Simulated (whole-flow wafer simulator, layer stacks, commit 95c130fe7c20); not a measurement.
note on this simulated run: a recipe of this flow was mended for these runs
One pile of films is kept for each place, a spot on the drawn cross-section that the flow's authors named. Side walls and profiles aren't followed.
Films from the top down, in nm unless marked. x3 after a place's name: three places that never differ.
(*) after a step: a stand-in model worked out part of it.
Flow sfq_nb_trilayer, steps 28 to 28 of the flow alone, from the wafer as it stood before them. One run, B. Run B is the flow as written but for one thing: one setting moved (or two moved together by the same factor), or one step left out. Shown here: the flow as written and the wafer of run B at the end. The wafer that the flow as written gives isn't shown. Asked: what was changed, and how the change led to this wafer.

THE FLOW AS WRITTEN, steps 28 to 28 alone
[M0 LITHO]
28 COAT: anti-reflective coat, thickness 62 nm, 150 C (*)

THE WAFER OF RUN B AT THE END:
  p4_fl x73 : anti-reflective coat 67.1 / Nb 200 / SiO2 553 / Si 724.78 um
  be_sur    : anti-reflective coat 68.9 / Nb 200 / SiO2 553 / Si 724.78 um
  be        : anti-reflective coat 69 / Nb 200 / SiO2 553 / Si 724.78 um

The cause: step 28, COAT: thickness 67.1 nm was run, where the flow has thickness 62 nm.
It can be read off the wafer: p4_fl x73 has anti-reflective coat 67.1, and step 28 as written asks for 62 nm.

How the change led to this, step by step:
  28 COAT: anti-reflective coat, thickness 62 nm, 150 C (*)
      p4_fl x73: anti-reflective coat +67.1 (new film) (as written it would be: anti-reflective coat +62 (new film))
      be_sur, gap, jj_sur and 8 more: anti-reflective coat +68.9 (new film) (as written it would be: anti-reflective coat +63.7 (new film))
      (and at 22 more places)
